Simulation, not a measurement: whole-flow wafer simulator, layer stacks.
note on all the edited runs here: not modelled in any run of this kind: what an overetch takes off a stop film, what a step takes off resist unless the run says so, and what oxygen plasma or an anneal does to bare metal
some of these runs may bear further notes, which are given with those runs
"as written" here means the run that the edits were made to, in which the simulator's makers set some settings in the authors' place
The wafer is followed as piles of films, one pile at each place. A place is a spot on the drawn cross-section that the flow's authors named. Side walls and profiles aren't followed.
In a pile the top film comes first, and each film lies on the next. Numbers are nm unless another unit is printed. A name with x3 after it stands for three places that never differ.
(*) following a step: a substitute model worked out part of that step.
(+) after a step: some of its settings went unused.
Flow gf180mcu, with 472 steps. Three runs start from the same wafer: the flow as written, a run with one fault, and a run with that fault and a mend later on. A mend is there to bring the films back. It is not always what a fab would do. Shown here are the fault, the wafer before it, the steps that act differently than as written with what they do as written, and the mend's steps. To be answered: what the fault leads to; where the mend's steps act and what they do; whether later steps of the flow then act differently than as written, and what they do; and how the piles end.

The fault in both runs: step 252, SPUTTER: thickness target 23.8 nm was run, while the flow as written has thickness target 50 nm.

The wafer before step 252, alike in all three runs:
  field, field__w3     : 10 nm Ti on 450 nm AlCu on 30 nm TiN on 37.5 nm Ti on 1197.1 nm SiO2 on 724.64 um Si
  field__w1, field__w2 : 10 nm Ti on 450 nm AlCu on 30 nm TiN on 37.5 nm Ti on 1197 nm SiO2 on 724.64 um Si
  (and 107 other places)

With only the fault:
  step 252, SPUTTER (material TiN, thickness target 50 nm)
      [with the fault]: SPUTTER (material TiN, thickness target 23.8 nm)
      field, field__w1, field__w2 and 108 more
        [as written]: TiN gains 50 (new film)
        [with the fault]: TiN gains 23.8 (new film)
  Steps later in the flow that act otherwise than as written (not shown: 2 more steps that differ only slightly, by at most 2% or 0.5 nm, whichever is larger):
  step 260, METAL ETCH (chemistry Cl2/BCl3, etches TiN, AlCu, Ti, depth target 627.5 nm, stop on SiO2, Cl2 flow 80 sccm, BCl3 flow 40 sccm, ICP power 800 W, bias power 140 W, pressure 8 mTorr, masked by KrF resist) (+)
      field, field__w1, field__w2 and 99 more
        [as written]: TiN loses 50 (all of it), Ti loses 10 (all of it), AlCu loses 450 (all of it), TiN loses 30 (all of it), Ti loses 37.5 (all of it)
        [with the fault]: TiN loses 23.8 (all of it), Ti loses 10 (all of it), AlCu loses 450 (all of it), TiN loses 30 (all of it), Ti loses 37.5 (all of it)
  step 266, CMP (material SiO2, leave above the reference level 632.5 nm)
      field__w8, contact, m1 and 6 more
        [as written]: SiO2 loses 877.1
        [with the fault]: SiO2 loses 850.9
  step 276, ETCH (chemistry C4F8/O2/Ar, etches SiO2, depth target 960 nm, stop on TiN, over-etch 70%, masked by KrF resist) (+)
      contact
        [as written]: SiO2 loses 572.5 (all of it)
        [with the fault]: SiO2 loses 598.7 (all of it)
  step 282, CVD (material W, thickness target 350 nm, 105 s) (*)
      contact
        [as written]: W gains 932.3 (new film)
        [with the fault]: W gains 958.7 (new film)
  The piles end different from the flow's at field__w8, contact, m1 and 6 more by more than 2% or 0.5 nm, whichever is larger.
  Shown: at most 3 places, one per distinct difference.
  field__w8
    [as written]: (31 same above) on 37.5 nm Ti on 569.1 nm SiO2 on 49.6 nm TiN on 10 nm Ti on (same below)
    [with the fault]: (31 same above) on 37.5 nm Ti on 595.3 nm SiO2 on 23.4 nm TiN on 10 nm Ti on (same below)
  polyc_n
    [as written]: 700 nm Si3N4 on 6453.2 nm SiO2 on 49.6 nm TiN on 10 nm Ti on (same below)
    [with the fault]: 700 nm Si3N4 on 6479.4 nm SiO2 on 23.4 nm TiN on 10 nm Ti on (same below)
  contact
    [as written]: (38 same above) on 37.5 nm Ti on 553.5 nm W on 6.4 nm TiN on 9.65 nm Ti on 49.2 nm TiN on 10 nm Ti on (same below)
    [with the fault]: (38 same above) on 37.5 nm Ti on 579.9 nm W on 6.31 nm TiN on 9.51 nm Ti on 23 nm TiN on 10 nm Ti on (same below)

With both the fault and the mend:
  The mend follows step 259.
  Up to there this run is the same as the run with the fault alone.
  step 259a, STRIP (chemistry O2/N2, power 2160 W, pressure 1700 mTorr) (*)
      field__w8, contact, m1 and 6 more
        KrF resist loses 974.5 (all of it)
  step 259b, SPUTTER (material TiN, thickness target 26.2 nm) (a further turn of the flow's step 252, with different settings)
      field, field__w1, field__w2 and 108 more
        TiN gains 26.2
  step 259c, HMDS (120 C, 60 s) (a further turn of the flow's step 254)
      alters no film at any place that is followed
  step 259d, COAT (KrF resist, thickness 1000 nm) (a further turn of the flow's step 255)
      field, field__w1, field__w2 and 108 more
        KrF resist gains 1000 (new film)
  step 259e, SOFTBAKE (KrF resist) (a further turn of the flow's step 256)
      alters no film at any place that is followed
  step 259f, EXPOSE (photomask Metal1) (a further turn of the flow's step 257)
      alters no film at any place that is followed
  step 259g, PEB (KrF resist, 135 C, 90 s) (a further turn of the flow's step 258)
      field, field__w1, field__w2 and 108 more
        KrF resist loses 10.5
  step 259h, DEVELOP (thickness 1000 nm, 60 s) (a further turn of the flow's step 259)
      field, field__w1, field__w2 and 99 more
        KrF resist loses 989.5 (all of it)
      field__w8, contact, m1 and 6 more
        KrF resist loses 14.9
  Every later step of the flow that is run acts as written at every place that is followed.
  By the end, the piles equal the flow's at every place that both follow.
